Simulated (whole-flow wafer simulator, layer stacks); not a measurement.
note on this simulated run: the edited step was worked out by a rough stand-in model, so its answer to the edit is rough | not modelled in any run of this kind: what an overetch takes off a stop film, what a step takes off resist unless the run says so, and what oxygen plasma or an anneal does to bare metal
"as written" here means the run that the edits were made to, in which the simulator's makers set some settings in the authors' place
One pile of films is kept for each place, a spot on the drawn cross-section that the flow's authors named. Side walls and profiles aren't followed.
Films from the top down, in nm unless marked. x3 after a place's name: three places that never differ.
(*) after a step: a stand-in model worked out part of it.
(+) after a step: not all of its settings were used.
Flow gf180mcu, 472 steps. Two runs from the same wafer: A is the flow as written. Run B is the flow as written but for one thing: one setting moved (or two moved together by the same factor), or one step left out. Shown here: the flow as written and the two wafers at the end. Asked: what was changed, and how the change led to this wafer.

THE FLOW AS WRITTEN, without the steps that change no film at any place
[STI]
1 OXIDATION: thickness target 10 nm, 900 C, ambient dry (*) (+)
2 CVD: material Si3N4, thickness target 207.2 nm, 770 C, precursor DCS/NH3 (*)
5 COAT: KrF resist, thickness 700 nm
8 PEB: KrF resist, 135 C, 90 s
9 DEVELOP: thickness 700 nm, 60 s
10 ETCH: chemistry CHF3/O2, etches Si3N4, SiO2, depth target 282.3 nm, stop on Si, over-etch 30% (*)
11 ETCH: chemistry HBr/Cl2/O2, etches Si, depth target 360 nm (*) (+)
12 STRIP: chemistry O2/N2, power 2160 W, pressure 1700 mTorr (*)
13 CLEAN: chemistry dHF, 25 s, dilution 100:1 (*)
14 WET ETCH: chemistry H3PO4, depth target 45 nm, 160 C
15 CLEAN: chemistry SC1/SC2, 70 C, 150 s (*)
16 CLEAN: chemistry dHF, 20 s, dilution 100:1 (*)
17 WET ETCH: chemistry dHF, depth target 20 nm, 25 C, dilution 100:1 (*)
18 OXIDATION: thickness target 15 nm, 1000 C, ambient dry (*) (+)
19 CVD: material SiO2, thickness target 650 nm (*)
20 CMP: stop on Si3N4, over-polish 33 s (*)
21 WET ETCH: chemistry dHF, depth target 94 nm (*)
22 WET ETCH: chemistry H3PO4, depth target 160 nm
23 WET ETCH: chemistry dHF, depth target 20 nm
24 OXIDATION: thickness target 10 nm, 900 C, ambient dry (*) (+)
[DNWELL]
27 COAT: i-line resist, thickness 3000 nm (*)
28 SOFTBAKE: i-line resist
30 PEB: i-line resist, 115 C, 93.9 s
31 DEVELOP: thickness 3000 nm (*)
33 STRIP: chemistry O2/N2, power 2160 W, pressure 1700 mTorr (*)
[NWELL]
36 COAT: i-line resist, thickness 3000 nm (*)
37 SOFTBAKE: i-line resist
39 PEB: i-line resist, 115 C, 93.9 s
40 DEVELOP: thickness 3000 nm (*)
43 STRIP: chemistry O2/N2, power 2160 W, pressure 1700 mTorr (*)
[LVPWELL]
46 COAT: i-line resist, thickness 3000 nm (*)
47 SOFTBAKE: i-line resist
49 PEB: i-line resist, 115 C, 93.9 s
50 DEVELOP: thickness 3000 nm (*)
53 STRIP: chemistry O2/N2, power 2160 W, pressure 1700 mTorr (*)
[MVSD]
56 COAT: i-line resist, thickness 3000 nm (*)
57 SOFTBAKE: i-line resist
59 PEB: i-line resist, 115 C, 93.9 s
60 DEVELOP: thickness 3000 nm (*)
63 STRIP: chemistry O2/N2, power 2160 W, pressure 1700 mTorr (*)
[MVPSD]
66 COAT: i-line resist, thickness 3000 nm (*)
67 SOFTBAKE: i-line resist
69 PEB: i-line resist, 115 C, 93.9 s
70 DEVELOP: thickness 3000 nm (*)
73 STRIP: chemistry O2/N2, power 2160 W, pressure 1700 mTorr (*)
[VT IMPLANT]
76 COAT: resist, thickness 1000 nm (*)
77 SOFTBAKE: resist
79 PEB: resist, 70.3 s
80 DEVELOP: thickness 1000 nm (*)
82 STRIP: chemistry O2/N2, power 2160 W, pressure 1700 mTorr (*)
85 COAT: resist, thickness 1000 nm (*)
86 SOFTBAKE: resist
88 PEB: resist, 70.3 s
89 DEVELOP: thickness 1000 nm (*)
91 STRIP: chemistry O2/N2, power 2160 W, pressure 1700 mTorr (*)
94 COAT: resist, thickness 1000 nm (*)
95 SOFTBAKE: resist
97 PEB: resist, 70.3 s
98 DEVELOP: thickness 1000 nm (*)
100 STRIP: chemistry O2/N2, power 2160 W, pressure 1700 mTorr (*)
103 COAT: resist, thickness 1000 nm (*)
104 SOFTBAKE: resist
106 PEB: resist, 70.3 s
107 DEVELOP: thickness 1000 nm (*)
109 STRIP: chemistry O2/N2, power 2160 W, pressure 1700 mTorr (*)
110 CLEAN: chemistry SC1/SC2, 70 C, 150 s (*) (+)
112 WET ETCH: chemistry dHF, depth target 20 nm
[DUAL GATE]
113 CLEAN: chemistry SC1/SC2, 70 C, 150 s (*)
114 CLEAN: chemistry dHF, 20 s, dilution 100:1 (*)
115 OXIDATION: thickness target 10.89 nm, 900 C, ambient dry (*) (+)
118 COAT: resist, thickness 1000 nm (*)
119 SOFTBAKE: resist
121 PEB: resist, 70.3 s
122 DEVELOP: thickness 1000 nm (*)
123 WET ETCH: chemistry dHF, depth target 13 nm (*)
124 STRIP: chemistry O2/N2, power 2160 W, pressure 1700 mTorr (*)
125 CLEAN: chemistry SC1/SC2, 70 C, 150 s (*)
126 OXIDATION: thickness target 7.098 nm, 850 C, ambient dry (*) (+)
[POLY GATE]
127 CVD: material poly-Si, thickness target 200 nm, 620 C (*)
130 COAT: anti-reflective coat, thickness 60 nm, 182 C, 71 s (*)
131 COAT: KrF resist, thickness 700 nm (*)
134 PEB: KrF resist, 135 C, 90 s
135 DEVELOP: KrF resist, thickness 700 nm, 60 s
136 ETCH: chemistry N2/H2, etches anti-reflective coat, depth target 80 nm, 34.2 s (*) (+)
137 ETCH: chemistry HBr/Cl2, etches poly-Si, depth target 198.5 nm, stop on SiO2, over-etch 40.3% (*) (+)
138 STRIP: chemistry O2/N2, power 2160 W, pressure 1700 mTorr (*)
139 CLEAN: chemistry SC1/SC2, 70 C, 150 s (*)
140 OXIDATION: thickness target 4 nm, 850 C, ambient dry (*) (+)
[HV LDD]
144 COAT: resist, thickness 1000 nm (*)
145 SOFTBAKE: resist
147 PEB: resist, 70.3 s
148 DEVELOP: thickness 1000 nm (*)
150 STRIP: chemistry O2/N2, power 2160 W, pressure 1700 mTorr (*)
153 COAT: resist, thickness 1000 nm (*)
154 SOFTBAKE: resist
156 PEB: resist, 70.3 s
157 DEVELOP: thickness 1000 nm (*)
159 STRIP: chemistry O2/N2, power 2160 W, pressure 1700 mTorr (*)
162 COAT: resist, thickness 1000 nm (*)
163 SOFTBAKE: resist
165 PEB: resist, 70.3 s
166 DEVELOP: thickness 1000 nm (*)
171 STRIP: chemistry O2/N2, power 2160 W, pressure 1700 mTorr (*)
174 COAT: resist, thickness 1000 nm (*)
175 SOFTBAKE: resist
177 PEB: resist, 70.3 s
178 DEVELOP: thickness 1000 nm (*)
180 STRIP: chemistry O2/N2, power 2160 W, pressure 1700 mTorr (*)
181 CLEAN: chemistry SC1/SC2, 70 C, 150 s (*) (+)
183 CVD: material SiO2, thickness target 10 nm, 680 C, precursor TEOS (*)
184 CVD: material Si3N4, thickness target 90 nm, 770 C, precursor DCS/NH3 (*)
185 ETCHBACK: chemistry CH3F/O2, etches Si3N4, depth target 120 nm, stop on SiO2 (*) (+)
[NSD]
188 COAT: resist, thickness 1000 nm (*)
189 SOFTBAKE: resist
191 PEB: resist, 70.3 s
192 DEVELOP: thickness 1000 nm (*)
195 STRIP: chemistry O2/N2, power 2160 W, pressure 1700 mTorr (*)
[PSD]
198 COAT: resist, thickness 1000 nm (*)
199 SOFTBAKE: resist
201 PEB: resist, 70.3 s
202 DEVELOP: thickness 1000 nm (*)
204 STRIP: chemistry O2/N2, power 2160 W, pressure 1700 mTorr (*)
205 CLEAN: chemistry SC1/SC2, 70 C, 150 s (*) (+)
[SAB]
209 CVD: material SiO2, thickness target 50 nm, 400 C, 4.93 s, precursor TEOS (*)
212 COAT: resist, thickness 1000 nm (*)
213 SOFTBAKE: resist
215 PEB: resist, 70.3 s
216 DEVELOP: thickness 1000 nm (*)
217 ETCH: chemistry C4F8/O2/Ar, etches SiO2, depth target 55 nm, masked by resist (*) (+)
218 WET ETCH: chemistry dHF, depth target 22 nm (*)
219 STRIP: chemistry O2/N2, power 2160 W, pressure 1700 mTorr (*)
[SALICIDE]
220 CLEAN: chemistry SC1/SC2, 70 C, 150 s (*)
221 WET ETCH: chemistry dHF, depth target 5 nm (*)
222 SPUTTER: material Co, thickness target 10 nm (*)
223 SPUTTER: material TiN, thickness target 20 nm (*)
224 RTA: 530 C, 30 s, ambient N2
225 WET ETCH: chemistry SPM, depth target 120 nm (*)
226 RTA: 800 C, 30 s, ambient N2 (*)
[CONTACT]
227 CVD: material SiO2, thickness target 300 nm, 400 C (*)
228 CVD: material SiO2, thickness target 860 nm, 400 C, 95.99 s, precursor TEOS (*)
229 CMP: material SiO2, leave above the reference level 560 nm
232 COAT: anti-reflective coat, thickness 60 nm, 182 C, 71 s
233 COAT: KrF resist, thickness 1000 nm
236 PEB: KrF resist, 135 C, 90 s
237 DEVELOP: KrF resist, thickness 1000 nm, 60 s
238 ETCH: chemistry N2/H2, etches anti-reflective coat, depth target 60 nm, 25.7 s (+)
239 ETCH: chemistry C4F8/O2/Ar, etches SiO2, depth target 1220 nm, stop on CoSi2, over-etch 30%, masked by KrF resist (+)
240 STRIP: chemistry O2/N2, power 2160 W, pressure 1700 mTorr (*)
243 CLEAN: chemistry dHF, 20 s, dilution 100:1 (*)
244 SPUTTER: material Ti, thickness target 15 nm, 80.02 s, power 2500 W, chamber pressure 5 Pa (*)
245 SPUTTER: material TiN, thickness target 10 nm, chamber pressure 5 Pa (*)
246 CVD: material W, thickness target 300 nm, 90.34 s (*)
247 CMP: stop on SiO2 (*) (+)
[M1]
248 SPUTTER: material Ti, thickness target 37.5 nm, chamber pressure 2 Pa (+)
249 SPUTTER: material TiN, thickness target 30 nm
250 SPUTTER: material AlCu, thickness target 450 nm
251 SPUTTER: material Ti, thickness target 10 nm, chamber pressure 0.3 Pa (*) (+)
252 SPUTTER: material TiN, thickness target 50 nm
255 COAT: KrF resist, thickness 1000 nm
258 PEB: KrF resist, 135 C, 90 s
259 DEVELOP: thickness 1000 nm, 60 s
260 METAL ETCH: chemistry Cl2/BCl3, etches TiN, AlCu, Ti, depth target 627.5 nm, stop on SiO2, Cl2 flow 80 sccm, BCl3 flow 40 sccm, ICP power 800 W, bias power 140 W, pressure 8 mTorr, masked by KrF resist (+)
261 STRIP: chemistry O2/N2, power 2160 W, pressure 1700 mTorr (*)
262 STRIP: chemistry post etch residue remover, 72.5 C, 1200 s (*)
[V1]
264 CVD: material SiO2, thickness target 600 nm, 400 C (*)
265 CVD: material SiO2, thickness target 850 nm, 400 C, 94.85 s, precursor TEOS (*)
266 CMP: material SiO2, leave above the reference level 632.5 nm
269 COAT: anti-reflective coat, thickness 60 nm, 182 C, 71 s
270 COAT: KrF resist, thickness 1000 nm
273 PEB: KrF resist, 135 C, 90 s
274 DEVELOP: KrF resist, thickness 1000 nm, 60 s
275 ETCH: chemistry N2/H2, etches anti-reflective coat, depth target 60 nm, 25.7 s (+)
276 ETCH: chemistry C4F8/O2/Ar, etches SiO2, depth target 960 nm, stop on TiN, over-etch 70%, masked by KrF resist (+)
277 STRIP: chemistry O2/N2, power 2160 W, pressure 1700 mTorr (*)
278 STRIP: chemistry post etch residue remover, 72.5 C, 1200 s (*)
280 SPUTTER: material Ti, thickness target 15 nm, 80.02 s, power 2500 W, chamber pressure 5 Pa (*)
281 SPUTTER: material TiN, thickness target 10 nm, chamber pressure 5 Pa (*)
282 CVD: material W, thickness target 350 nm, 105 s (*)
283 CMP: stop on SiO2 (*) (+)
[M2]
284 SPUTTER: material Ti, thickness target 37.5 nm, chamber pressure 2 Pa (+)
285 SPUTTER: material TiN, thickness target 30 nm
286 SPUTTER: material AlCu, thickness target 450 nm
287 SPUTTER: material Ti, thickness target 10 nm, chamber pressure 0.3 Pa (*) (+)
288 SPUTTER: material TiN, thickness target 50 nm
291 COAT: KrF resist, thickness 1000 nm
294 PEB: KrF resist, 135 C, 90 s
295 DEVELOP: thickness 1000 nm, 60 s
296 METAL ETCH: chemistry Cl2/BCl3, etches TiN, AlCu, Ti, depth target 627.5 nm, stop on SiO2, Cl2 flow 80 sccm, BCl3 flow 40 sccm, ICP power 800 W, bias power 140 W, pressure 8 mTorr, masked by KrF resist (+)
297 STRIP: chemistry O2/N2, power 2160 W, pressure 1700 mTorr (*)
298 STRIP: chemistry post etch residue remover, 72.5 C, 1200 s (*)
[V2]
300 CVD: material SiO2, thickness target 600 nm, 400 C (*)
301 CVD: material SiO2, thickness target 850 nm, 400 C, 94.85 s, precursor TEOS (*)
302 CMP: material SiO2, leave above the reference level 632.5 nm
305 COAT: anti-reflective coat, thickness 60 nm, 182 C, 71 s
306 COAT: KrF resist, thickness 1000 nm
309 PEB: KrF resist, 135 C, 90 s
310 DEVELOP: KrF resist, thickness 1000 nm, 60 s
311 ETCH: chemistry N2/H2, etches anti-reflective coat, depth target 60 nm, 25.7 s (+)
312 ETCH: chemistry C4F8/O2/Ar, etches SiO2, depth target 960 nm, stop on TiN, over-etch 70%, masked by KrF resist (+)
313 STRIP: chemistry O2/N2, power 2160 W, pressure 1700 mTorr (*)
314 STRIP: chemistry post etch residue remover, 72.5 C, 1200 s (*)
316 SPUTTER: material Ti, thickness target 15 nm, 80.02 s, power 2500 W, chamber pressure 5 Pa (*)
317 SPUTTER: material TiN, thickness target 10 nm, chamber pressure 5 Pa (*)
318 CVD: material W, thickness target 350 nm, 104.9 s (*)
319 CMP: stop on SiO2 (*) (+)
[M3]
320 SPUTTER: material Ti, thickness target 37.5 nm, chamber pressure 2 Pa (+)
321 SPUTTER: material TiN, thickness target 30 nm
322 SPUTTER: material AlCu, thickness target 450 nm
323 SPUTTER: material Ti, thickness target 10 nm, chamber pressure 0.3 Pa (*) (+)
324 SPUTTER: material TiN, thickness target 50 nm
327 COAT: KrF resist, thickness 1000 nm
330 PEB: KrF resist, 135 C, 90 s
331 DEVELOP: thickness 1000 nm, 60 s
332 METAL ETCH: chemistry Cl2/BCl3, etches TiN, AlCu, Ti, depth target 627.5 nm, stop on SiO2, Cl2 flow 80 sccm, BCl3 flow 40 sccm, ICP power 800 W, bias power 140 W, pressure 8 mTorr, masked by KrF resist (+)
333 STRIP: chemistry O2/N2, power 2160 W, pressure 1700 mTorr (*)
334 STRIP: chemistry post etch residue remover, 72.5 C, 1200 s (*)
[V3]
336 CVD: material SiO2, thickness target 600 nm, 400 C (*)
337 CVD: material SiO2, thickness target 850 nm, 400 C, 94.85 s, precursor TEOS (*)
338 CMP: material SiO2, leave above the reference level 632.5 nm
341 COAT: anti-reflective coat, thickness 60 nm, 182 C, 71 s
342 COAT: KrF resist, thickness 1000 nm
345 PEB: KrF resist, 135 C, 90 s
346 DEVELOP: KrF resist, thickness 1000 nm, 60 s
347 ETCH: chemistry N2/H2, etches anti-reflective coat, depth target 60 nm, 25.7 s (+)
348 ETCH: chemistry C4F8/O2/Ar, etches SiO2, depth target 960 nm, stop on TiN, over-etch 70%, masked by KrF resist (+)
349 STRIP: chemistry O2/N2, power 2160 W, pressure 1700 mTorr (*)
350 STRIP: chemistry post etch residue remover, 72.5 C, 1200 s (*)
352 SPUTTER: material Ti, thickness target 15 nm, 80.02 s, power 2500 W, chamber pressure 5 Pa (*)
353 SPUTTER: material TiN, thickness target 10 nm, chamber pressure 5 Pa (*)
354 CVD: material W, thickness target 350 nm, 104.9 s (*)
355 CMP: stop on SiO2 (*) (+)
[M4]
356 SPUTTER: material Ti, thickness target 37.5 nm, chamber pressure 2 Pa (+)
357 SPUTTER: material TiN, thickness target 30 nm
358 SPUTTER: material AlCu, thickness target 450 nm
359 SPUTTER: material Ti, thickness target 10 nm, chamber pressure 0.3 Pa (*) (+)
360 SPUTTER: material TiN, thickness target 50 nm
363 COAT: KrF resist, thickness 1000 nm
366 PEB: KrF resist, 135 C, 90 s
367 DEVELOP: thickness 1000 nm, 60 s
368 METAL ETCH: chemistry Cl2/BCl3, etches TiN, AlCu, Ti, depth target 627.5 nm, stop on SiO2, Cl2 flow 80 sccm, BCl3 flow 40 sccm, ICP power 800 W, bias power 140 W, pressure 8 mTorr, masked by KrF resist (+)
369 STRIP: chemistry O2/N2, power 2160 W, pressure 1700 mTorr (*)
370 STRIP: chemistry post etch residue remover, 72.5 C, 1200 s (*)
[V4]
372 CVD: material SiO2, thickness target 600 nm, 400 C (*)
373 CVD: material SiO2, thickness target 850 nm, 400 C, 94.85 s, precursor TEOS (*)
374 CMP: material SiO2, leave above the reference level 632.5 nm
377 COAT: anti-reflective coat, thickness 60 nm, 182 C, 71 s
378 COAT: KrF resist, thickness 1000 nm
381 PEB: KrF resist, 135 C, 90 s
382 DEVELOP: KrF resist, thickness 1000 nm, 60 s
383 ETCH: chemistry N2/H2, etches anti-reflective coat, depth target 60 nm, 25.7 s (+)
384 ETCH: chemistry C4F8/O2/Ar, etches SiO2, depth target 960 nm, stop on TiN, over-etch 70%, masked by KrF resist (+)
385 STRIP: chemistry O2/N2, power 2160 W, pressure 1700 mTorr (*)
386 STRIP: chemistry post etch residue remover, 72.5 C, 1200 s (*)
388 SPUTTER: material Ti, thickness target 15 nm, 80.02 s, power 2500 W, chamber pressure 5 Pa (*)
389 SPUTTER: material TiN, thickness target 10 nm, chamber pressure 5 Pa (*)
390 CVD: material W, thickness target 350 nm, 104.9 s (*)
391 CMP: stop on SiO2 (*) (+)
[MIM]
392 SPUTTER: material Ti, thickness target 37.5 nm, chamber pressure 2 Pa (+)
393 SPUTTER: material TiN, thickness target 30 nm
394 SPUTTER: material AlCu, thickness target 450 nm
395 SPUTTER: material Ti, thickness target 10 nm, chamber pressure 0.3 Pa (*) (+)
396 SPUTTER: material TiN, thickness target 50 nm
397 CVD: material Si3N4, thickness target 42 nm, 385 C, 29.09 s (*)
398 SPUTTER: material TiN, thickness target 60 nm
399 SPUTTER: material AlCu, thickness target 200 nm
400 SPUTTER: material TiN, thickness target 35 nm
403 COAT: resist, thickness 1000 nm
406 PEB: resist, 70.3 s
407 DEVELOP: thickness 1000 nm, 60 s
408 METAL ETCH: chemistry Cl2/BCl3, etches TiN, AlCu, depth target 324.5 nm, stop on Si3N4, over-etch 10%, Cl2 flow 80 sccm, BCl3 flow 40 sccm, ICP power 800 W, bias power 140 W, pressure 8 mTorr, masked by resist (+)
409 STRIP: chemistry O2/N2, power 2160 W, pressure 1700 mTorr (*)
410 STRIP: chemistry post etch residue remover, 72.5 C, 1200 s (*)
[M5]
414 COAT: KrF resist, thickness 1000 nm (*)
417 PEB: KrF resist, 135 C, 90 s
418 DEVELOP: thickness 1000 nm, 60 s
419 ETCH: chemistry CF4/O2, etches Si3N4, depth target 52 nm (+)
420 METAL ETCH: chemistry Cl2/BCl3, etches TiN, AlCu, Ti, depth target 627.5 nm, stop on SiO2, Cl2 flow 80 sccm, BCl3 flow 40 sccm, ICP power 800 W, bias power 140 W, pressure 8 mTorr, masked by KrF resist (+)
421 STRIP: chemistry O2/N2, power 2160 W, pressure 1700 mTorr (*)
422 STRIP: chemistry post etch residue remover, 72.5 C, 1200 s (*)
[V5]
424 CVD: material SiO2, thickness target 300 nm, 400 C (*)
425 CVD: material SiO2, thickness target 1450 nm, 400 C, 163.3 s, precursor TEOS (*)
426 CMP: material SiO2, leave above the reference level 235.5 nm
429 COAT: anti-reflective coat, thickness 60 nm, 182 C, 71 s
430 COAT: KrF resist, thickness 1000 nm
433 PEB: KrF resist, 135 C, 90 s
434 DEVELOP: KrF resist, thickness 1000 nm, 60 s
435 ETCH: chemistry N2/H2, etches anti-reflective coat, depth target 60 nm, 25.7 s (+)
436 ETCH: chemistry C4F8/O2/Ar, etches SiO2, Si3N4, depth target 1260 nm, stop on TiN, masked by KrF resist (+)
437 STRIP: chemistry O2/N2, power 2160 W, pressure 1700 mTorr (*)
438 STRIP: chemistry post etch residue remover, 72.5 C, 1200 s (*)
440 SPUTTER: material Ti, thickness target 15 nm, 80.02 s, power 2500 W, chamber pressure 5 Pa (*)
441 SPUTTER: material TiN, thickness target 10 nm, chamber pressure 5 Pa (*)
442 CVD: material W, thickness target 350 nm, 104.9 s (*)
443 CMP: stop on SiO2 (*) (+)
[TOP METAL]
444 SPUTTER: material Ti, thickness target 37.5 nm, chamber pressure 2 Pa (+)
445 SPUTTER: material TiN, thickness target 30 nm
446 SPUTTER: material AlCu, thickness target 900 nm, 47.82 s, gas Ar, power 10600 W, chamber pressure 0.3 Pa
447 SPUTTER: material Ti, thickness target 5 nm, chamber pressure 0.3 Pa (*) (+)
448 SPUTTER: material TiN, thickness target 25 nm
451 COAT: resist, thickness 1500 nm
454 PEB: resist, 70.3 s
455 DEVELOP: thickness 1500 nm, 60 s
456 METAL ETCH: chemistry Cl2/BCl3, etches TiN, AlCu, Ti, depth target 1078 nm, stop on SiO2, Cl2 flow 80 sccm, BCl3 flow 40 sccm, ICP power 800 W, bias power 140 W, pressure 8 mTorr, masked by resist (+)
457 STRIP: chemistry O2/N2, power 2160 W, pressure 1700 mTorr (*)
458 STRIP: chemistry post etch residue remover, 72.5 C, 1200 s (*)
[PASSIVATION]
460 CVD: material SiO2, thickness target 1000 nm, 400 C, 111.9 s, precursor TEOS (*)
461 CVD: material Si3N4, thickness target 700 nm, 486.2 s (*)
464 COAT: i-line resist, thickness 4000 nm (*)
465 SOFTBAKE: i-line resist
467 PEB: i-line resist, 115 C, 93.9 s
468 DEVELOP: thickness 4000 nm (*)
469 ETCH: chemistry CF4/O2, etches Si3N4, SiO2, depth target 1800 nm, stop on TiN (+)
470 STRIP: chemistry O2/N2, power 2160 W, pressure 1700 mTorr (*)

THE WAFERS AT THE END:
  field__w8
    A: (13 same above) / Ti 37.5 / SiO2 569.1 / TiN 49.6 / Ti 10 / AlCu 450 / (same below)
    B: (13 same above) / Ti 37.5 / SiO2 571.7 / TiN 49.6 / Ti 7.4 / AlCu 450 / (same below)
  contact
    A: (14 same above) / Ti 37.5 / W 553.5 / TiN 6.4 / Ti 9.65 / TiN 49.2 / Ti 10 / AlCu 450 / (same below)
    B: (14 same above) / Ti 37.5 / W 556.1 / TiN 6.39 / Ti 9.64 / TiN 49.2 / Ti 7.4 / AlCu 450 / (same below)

The cause: step 359, SPUTTER: thickness target 7.4 nm was run, where the flow has thickness target 10 nm.
It can be read off the wafer: field__w8 has Ti 7.4, and step 359 as written asks for 10 nm.

How the change led to this, step by step:
  359 SPUTTER: material Ti, thickness target 10 nm, chamber pressure 0.3 Pa (*) (+)
      field, field__w1, field__w2 and 108 more: A Ti +10 (new film) | B Ti +7.4 (new film)
  368 METAL ETCH: chemistry Cl2/BCl3, etches TiN, AlCu, Ti, depth target 627.5 nm, stop on SiO2, Cl2 flow 80 sccm, BCl3 flow 40 sccm, ICP power 800 W, bias power 140 W, pressure 8 mTorr, masked by KrF resist (+)
      field, field__w1, field__w2 and 103 more: A TiN -50 (all of it), Ti -10 (all of it), AlCu -450 (all of it), TiN -30 (all of it), Ti -37.5 (all of it) | B TiN -50 (all of it), Ti -7.4 (all of it), AlCu -450 (all of it), TiN -30 (all of it), Ti -37.5 (all of it)
